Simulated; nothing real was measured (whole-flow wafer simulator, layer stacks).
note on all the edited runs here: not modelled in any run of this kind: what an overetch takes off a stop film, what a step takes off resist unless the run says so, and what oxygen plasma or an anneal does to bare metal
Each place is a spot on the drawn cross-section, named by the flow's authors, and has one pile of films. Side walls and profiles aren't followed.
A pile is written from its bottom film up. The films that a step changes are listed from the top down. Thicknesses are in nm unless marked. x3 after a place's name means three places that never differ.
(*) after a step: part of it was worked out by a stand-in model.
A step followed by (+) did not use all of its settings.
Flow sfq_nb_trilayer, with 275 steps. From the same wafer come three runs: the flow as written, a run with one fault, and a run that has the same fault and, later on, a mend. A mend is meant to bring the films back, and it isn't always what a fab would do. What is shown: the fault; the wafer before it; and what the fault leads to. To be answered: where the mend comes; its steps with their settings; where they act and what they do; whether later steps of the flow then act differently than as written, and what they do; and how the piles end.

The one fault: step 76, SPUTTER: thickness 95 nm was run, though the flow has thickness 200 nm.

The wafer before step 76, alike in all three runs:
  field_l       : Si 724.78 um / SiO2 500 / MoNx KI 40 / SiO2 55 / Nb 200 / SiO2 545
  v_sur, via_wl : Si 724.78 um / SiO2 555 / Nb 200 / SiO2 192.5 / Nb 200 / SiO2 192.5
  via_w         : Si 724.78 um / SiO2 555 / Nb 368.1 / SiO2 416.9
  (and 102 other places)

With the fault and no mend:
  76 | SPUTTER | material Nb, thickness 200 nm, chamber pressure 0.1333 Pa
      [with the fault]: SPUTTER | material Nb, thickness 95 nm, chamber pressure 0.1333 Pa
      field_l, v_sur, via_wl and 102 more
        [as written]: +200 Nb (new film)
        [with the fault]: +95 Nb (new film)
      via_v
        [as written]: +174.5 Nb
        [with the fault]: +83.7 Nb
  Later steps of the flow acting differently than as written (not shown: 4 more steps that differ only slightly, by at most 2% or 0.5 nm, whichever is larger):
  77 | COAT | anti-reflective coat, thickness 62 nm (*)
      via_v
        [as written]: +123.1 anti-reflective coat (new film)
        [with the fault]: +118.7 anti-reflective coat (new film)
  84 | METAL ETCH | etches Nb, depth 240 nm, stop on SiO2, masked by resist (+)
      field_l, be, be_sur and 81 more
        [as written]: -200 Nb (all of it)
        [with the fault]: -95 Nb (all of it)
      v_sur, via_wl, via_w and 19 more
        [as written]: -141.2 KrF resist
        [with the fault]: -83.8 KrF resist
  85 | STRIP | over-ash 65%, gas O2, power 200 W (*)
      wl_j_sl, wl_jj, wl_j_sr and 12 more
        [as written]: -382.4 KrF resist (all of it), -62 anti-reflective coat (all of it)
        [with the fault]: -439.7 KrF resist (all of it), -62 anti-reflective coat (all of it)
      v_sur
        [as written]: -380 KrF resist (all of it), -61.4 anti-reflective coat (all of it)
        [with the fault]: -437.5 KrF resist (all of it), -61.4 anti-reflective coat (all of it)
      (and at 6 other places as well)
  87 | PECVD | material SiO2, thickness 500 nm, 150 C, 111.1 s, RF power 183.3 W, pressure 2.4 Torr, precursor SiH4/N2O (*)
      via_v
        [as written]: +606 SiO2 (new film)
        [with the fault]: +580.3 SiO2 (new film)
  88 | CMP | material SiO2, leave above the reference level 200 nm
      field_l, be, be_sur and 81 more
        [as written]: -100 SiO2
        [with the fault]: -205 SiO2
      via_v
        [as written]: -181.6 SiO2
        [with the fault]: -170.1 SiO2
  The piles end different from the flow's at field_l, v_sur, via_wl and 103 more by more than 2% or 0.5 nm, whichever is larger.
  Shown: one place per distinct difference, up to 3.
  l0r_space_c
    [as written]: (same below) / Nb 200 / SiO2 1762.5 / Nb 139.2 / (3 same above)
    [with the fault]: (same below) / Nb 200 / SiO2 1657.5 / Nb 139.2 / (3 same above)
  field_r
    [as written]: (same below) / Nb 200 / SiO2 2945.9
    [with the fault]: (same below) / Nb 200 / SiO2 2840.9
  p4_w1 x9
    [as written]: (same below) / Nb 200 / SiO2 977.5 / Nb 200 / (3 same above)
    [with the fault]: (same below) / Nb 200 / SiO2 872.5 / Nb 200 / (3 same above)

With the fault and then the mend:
  The mend stands after step 76.
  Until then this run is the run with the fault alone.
  76a | SPUTTER | material Nb, thickness 105 nm, chamber pressure 0.1333 Pa (a further turn of the flow's step 76, with different settings)
      field_l, v_sur, via_wl and 102 more
        +105 Nb
      via_v
        +86.5 Nb
  Every later step of the flow that is run acts as written, at every place that is followed, to within 2% or 0.5 nm, whichever is larger.
  When the end is reached, the piles differ only a little from the flow's at the places that both follow, at most by 2% or 0.5 nm, whichever is larger.
